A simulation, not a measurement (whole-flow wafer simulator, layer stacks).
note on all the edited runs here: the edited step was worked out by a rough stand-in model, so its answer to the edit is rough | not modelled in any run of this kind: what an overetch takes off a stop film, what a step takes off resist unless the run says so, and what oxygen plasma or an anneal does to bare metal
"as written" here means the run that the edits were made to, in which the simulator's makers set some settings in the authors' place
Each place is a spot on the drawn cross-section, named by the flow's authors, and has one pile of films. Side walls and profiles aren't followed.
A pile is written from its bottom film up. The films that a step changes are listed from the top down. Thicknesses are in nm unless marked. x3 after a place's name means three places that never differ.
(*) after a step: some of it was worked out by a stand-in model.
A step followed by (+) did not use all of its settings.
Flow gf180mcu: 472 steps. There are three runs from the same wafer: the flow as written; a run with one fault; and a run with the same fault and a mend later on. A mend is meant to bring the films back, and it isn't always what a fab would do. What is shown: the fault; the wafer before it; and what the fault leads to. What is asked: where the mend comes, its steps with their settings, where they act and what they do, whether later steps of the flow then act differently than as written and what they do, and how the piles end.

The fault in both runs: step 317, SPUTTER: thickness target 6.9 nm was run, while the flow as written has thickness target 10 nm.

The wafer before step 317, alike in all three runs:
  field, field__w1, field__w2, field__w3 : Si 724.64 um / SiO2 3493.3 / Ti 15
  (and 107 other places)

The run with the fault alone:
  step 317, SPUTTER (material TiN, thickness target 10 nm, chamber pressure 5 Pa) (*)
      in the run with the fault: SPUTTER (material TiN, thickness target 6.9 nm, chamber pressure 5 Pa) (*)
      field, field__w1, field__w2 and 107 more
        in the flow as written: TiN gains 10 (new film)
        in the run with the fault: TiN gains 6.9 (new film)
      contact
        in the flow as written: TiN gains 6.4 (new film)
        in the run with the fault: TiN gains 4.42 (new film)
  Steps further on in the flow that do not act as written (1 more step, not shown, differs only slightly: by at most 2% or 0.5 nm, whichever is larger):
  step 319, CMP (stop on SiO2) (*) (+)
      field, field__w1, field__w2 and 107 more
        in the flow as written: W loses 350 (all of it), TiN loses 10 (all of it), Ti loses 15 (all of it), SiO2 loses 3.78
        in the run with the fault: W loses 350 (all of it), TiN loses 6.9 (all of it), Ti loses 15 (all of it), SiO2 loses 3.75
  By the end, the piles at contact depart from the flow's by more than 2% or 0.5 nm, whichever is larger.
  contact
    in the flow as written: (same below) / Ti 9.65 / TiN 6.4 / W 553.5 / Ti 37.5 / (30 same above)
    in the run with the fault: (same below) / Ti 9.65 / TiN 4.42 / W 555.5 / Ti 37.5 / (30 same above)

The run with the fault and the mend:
  The mend follows step 317.
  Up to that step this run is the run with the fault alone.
  step 317a, SPUTTER (material TiN, thickness target 3.1 nm, chamber pressure 5 Pa) (*) (the flow's step 317, run once more with other settings)
      field, field__w1, field__w2 and 107 more
        TiN gains 3.1
      contact
        TiN gains 1.98
  None of the later steps of the flow acts differently than as written at any place that is followed.
  The piles end the same as the flow's at every place that both follow.
